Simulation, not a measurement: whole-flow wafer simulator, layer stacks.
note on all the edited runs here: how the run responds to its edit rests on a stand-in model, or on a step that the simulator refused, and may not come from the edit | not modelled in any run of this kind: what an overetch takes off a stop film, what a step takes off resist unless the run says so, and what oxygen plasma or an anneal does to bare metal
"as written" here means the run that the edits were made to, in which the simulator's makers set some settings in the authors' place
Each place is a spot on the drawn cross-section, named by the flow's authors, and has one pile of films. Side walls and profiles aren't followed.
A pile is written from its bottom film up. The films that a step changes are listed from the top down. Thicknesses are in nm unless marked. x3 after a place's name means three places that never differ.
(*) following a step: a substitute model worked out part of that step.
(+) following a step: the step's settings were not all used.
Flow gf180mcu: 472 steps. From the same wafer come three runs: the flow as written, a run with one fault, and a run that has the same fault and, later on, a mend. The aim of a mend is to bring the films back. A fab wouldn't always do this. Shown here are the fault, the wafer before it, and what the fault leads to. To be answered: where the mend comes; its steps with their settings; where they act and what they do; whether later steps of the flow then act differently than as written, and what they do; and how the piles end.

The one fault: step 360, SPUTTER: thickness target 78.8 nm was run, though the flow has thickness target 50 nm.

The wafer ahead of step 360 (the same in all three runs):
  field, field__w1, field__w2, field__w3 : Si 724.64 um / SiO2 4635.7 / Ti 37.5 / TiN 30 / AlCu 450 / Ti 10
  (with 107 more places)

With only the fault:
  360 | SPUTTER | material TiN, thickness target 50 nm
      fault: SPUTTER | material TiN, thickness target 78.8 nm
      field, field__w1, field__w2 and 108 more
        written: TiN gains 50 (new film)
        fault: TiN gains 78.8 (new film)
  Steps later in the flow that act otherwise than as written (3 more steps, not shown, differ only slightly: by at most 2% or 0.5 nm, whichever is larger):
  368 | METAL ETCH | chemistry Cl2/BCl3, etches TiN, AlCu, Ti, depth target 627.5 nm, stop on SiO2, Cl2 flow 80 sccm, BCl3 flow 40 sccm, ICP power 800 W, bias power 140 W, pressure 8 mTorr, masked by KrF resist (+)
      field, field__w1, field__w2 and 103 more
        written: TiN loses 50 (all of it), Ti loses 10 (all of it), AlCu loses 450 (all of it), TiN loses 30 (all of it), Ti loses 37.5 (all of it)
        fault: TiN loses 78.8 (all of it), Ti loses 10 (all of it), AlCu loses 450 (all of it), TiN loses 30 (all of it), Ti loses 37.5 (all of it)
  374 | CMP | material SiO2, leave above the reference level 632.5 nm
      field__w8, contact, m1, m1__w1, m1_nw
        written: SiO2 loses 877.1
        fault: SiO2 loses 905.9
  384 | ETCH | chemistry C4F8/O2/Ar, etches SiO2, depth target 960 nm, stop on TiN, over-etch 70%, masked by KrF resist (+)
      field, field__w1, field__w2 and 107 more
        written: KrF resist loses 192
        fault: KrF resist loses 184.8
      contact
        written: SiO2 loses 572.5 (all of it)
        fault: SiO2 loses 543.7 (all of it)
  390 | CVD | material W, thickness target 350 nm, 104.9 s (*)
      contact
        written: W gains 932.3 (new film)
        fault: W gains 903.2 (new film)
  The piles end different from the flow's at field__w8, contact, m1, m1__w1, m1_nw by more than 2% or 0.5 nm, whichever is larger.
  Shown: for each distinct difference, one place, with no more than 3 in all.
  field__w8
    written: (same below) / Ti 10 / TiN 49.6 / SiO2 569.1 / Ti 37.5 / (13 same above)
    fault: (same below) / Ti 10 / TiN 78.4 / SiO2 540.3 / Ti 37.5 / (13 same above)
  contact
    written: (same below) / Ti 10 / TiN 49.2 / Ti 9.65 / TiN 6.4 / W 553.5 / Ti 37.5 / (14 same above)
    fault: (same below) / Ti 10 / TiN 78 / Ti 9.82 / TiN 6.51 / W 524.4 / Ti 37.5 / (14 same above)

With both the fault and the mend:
  After step 367 comes the mend.
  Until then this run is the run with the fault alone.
  367a | STRIP | chemistry O2/N2, power 2160 W, pressure 1700 mTorr (*)
      field__w8, contact, m1, m1__w1, m1_nw
        KrF resist loses 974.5 (all of it)
  367b | METAL ETCH | chemistry Cl2/BCl3, etches TiN, AlCu, Ti, depth target 28.8 nm, Cl2 flow 80 sccm, BCl3 flow 40 sccm, ICP power 800 W, bias power 140 W, pressure 8 mTorr (the flow's step 260 again, with other settings)
      field, field__w1, field__w2 and 108 more
        TiN loses 28.8
  367c | HMDS | 120 C, 60 s (the flow's step 362 again)
      leaves every film unchanged at each place that is followed
  367d | COAT | KrF resist, thickness 1000 nm (the flow's step 363 again)
      field, field__w1, field__w2 and 108 more
        KrF resist gains 1000 (new film)
  367e | SOFTBAKE | KrF resist (the flow's step 364 again)
      leaves every film unchanged at each place that is followed
  367f | EXPOSE | photomask Metal4 (the flow's step 365 again)
      leaves every film unchanged at each place that is followed
  367g | PEB | KrF resist, 135 C, 90 s (the flow's step 366 again)
      field, field__w1, field__w2 and 108 more
        KrF resist loses 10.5
  367h | DEVELOP | thickness 1000 nm, 60 s (the flow's step 367 again)
      field, field__w1, field__w2 and 103 more
        KrF resist loses 989.5 (all of it)
      field__w8, contact, m1, m1__w1, m1_nw
        KrF resist loses 14.9
  None of the later steps of the flow acts differently than as written at any place that is followed.
  By the end, the piles equal the flow's at every place that both follow.
